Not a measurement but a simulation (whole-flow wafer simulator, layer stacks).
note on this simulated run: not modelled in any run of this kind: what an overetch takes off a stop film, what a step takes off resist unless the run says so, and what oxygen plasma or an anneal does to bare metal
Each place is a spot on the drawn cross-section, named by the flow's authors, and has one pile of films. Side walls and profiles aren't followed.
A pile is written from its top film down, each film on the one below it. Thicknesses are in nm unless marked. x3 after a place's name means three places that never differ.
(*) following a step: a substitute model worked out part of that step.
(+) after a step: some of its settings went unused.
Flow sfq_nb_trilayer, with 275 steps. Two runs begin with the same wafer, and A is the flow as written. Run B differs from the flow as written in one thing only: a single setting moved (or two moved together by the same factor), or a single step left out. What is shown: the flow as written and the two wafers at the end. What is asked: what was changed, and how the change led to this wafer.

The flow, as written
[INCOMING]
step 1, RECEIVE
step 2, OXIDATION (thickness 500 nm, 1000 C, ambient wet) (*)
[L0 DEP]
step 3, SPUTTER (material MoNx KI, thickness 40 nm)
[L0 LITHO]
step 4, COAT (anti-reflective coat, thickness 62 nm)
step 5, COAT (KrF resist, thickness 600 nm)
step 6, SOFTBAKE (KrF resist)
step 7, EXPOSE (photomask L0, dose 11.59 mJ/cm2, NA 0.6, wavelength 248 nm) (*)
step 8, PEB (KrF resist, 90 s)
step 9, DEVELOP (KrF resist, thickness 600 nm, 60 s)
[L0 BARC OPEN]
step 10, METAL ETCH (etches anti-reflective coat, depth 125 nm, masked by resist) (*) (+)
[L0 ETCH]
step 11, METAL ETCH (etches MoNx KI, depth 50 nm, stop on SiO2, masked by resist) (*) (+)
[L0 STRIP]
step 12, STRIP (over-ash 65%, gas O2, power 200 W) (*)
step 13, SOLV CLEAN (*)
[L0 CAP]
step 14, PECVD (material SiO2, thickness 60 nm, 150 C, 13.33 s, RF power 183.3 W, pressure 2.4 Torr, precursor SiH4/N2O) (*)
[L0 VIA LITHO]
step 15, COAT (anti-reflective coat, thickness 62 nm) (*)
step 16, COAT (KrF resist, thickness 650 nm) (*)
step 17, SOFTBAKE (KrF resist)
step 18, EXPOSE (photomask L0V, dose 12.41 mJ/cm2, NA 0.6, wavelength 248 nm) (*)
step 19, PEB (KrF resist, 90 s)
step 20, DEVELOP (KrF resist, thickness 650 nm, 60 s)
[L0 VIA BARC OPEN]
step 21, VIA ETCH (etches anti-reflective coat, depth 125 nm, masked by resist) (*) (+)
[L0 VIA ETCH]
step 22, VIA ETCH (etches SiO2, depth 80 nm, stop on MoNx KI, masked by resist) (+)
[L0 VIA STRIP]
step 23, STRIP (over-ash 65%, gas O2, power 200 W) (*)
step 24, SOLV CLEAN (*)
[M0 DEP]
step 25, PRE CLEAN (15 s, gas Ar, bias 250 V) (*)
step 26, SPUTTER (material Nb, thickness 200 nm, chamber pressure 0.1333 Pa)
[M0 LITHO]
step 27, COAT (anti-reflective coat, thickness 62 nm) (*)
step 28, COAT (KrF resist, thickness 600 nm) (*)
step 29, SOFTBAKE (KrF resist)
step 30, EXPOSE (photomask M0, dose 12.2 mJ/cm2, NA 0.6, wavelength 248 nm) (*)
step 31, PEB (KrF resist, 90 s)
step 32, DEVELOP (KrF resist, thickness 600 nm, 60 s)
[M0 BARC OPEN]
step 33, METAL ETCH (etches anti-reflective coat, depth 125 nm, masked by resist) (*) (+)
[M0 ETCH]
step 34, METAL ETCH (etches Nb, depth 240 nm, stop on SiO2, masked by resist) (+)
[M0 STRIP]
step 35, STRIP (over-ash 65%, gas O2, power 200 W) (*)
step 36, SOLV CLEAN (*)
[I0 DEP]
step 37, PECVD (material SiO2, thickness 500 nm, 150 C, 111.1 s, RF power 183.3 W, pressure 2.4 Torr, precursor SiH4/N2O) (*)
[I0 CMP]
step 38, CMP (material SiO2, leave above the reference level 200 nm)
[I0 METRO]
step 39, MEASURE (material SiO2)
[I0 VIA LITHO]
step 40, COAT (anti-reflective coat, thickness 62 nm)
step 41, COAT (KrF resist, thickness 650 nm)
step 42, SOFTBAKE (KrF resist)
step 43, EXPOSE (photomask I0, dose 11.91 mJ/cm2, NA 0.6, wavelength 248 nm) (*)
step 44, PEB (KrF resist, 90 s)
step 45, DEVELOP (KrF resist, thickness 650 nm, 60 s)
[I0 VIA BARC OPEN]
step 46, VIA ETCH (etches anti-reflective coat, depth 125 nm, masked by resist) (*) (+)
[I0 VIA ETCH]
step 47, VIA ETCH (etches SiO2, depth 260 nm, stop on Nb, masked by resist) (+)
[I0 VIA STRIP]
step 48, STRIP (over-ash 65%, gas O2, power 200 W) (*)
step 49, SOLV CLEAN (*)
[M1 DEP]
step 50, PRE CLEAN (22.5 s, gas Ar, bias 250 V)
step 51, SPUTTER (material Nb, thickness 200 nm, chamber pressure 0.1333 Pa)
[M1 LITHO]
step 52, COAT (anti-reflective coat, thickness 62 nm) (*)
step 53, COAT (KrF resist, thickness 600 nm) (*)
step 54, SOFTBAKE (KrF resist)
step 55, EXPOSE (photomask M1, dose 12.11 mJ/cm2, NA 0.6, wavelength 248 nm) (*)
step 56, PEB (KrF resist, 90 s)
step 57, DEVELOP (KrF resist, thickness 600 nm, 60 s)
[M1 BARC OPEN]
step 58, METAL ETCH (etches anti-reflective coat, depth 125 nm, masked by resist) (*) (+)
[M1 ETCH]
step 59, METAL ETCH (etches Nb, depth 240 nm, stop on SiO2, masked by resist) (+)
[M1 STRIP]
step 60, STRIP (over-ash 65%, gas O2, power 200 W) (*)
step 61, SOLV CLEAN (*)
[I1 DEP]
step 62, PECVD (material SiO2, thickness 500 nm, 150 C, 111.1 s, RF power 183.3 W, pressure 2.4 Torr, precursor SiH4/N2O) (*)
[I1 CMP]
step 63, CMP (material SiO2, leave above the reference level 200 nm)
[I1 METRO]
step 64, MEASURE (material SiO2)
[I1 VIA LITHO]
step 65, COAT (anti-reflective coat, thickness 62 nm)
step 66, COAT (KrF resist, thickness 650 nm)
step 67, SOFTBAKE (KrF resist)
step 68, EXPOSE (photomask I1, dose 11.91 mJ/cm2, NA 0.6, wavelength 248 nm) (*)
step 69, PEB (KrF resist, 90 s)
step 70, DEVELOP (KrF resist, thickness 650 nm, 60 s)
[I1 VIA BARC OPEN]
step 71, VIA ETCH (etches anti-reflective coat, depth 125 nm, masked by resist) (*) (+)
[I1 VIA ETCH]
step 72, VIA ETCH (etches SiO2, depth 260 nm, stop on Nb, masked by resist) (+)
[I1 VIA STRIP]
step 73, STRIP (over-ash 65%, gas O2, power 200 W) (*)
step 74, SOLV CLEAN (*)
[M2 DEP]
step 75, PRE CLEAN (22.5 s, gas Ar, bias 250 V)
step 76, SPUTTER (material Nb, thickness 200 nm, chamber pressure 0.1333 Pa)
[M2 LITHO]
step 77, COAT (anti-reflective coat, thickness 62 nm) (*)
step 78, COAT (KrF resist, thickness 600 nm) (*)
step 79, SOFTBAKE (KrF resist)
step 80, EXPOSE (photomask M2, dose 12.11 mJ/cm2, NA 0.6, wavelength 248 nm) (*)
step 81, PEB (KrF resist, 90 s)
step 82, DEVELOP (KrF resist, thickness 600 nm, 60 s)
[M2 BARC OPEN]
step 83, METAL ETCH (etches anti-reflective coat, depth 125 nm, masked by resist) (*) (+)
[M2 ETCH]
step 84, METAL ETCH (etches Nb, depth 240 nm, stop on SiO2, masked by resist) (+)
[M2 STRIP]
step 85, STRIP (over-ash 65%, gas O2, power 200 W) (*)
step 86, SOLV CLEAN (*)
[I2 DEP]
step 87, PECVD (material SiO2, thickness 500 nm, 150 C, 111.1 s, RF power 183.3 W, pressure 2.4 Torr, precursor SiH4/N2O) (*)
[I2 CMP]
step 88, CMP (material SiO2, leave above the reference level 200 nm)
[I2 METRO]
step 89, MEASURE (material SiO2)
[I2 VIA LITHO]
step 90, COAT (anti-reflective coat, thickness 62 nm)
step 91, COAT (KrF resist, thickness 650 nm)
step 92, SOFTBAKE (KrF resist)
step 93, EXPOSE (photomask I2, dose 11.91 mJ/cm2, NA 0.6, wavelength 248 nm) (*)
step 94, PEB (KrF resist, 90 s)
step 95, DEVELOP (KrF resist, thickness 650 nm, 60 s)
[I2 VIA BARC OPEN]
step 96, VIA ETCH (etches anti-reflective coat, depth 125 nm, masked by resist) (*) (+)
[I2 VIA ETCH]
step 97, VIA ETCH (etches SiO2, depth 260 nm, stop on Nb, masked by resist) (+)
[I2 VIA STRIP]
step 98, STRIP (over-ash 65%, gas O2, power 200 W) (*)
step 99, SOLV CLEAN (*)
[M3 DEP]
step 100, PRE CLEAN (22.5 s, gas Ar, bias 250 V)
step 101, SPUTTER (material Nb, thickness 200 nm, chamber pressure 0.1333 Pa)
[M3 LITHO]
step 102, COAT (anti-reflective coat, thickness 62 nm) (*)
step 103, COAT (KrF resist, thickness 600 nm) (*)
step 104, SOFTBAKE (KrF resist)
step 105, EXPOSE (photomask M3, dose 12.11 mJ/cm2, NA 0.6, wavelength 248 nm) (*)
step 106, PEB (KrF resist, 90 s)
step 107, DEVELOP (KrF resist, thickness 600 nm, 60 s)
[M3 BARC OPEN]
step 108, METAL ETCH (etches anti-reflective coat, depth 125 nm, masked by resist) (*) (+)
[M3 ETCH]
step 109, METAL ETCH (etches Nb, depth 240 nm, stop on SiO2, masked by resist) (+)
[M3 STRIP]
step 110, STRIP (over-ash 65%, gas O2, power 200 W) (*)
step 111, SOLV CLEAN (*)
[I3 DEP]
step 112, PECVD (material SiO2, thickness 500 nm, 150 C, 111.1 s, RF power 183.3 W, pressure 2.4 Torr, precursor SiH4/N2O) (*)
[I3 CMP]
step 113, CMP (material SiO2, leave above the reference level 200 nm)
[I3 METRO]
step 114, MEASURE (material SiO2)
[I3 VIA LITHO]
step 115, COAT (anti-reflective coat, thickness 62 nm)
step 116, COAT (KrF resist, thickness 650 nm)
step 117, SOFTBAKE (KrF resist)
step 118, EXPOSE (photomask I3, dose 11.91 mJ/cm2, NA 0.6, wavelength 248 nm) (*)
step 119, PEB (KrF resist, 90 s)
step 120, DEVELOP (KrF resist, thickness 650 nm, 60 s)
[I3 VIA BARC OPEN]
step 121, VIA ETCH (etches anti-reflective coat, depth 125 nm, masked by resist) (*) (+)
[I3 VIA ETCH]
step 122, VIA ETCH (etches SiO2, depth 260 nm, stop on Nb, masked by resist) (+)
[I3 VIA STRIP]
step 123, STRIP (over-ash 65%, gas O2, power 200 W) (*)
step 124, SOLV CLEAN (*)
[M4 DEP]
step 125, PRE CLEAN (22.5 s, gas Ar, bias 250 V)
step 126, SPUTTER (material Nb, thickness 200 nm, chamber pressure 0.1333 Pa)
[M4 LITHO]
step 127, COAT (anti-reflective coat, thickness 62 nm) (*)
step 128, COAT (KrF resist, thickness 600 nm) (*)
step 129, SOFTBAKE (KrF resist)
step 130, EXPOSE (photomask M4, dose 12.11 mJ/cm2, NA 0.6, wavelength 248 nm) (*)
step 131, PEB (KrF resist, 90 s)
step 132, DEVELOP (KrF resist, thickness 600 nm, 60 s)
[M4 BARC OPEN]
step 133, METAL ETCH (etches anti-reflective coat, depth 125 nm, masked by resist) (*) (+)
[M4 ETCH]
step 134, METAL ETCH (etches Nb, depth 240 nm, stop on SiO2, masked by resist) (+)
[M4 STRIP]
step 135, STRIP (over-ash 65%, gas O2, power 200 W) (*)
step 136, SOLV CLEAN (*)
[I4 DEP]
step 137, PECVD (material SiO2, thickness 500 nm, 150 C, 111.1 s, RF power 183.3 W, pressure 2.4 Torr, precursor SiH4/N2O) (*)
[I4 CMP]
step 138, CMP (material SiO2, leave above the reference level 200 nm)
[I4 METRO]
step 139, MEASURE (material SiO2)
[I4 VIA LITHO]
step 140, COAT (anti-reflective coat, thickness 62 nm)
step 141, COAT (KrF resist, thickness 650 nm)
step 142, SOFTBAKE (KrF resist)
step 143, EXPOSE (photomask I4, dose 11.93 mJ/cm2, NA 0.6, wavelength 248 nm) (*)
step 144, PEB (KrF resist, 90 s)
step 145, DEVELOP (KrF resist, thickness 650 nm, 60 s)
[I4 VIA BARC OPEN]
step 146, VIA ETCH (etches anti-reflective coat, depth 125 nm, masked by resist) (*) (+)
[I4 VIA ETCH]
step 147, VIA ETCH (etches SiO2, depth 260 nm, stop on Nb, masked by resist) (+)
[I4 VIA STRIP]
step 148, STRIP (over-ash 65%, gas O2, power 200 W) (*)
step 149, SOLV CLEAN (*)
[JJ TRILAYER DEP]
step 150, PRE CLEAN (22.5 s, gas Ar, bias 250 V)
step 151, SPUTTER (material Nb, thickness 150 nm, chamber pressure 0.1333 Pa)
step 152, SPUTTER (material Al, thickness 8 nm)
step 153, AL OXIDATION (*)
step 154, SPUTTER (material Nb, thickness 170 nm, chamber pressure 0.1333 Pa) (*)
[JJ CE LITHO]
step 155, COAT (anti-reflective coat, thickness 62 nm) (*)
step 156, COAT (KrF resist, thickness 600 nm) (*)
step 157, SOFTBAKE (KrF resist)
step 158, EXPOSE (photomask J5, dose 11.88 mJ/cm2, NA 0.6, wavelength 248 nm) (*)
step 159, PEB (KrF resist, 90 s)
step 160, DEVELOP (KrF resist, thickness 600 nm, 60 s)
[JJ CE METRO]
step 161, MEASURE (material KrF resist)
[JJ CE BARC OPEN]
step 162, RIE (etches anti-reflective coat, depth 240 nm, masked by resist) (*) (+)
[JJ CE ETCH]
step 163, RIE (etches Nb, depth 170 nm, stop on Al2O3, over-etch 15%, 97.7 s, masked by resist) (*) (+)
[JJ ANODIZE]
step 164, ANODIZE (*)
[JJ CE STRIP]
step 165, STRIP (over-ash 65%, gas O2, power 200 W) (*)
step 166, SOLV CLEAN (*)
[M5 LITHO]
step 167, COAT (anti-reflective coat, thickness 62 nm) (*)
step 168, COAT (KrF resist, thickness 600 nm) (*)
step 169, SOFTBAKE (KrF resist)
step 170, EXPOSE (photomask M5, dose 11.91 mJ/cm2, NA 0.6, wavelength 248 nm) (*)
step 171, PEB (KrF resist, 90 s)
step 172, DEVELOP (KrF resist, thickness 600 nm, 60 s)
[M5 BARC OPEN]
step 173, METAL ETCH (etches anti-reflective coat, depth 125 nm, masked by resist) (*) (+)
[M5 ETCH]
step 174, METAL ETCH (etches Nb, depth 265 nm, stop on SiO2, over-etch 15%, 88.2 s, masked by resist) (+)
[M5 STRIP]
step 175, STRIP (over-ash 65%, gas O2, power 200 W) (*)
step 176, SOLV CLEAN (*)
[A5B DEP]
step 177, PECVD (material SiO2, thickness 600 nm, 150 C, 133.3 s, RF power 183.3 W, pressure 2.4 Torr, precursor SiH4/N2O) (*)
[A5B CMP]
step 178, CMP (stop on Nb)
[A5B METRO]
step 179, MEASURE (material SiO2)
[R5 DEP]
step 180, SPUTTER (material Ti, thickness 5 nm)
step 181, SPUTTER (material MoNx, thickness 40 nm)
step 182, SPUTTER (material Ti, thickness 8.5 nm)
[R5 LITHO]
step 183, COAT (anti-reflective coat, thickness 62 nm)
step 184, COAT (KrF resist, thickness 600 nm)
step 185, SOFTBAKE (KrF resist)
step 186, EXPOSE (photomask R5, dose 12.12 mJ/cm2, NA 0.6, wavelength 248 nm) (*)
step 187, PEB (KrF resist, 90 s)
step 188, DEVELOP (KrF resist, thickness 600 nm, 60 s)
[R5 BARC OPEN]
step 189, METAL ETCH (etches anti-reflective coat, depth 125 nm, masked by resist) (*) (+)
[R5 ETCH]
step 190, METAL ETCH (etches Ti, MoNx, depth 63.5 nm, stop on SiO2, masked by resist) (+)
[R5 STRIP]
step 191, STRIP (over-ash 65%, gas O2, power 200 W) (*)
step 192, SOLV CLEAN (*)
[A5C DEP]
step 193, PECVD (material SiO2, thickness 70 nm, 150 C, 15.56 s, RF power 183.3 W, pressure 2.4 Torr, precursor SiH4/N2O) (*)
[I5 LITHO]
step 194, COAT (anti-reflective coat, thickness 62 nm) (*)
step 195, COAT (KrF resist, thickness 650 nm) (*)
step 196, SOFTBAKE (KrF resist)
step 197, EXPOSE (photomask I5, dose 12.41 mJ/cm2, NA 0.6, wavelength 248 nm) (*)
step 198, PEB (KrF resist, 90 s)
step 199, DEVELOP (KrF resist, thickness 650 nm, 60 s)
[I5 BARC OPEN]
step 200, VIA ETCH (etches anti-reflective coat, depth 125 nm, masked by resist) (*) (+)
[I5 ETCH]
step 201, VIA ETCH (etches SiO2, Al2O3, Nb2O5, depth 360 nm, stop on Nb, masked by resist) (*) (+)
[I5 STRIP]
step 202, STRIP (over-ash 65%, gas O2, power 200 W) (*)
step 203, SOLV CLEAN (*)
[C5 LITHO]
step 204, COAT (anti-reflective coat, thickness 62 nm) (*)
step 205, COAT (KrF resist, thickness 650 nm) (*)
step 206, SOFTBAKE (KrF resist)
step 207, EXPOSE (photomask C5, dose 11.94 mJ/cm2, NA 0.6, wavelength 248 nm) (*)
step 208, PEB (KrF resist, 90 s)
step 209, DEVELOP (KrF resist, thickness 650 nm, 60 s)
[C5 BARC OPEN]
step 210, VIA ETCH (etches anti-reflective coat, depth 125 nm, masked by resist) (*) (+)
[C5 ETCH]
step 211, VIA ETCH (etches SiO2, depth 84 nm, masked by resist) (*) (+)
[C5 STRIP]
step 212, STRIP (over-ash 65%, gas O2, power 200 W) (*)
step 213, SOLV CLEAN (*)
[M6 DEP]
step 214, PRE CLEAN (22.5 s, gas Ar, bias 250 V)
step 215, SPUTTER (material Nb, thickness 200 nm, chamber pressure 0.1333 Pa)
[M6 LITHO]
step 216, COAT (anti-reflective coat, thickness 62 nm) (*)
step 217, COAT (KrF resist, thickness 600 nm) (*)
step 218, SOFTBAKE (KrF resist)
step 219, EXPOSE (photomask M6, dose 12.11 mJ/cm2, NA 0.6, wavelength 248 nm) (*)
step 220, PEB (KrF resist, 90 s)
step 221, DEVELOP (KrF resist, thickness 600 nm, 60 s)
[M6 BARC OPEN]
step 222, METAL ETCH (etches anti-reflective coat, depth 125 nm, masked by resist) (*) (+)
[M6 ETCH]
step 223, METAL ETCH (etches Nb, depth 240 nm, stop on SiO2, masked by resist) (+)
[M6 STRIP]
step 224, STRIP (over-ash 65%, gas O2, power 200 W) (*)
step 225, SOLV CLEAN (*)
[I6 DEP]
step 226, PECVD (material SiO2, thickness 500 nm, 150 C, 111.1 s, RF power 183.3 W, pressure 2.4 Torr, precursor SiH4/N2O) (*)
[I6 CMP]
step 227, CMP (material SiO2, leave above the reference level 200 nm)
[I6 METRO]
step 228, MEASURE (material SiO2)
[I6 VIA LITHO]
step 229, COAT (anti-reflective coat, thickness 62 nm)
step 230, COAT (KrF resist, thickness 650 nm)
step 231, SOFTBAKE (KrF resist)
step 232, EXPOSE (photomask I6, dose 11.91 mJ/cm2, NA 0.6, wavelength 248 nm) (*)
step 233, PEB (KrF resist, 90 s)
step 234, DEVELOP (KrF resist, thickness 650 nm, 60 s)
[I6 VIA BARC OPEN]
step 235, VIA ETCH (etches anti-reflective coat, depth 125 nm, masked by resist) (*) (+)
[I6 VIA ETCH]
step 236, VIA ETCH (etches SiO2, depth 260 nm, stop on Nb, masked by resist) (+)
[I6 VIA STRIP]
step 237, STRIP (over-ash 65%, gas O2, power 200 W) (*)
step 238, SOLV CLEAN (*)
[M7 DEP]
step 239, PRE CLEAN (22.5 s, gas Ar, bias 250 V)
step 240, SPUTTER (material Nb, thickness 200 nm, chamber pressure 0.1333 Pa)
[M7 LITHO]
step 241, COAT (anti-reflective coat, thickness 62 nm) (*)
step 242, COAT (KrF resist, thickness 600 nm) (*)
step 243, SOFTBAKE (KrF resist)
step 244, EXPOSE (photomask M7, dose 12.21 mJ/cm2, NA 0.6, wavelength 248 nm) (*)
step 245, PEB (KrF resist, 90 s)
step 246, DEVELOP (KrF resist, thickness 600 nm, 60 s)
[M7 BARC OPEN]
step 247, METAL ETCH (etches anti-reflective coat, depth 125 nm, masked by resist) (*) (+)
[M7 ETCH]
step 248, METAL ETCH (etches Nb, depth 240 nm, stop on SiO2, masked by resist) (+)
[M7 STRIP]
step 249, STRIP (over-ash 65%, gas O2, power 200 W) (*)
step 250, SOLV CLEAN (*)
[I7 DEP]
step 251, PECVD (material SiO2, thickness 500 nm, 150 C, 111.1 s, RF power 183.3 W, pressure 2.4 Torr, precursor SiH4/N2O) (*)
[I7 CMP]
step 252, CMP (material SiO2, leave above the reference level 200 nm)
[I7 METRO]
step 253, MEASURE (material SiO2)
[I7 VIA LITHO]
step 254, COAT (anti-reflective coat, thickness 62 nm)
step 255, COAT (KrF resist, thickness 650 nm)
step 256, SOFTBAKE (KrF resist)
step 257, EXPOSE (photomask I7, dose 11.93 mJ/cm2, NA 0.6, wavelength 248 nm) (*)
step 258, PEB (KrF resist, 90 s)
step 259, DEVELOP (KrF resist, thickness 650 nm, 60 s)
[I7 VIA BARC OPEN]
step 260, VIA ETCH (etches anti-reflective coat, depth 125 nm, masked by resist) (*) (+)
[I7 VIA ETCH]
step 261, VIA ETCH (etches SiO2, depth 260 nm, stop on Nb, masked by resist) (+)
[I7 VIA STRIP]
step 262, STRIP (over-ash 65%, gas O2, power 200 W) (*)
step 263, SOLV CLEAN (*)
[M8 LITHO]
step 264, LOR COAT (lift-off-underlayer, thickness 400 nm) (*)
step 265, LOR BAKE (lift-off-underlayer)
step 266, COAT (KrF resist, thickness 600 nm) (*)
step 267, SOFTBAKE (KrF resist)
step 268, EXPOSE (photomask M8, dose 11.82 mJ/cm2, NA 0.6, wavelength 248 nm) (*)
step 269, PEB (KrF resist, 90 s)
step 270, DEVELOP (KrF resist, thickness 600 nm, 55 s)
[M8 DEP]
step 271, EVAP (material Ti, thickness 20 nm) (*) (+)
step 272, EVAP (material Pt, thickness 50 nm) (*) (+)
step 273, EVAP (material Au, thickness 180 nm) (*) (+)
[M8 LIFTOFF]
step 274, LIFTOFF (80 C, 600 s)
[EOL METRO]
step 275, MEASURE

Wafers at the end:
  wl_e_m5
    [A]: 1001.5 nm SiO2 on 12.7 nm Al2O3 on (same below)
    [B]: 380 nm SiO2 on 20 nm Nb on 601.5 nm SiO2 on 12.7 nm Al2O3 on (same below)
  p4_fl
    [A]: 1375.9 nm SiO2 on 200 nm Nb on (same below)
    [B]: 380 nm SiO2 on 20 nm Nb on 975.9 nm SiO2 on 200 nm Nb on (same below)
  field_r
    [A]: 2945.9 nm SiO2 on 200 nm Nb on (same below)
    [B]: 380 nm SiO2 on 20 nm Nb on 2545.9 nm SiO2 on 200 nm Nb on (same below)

The reason: step 248, METAL ETCH: depth 180 nm was run, whereas the flow has depth 240 nm.

Step by step, how the change led to this:
  step 248, METAL ETCH (etches Nb, depth 240 nm, stop on SiO2, masked by resist) (+)
      field_l, field_r, lsp_l and 62 more: A Nb loses 200 (all of it) | B Nb loses 180
      v_sur, via_wl, via_w and 38 more: A KrF resist loses 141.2 | B KrF resist loses 105.9
  step 249, STRIP (over-ash 65%, gas O2, power 200 W) (*)
      wl_j_sl, wl_jj, wl_j_sr and 14 more: A KrF resist loses 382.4 (all of it), anti-reflective coat loses 62 (all of it) | B KrF resist loses 417.7 (all of it), anti-reflective coat loses 62 (all of it)
      ln_m5, lsp_m, ln_m6, lsp_r: A KrF resist loses 381.9 (all of it), anti-reflective coat loses 61.8 (all of it) | B KrF resist loses 417.2 (all of it), anti-reflective coat loses 61.8 (all of it)
      (as well as at 20 more places)
  step 251, PECVD (material SiO2, thickness 500 nm, 150 C, 111.1 s, RF power 183.3 W, pressure 2.4 Torr, precursor SiH4/N2O) (*)
      field_l, p4_fl, p4_fm and 56 more: A SiO2 gains 500 | B SiO2 gains 500 (new film)
      field_r, lsp_l: A SiO2 gains 477.7 | B SiO2 gains 479.9 (new film)
      (as well as at 4 more places)
  step 252, CMP (material SiO2, leave above the reference level 200 nm)
      field_l, p4_fl, p4_fm and 56 more: A SiO2 loses 100 | B SiO2 loses 120
      field_r, lsp_l: A SiO2 loses 77.7 | B SiO2 loses 99.9
      (as well as at 2 more places)
If metal films that touch count as one body, wl_e_m5 has 7 bodies (between them, from the top down: SiO2 601.5 / Al2O3 12.7 / Nb2O5 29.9; SiO2 192.5; SiO2 192.5; SiO2 192.5; SiO2 192.5; SiO2 192.5); the flow as written gives 6 bodies (between them, from the top down: SiO2 192.5; SiO2 192.5; SiO2 192.5; SiO2 192.5; SiO2 192.5).
If metal films that touch count as one body, p4_fl has 3 bodies (between them, from the top down: SiO2 975.9; SiO2 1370); the flow as written gives 2 bodies (between them, from the top down: SiO2 1370).
If metal films that touch count as one body, field_r has 2 bodies (between them, from the top down: SiO2 2545.9); the flow as written gives 1 body.
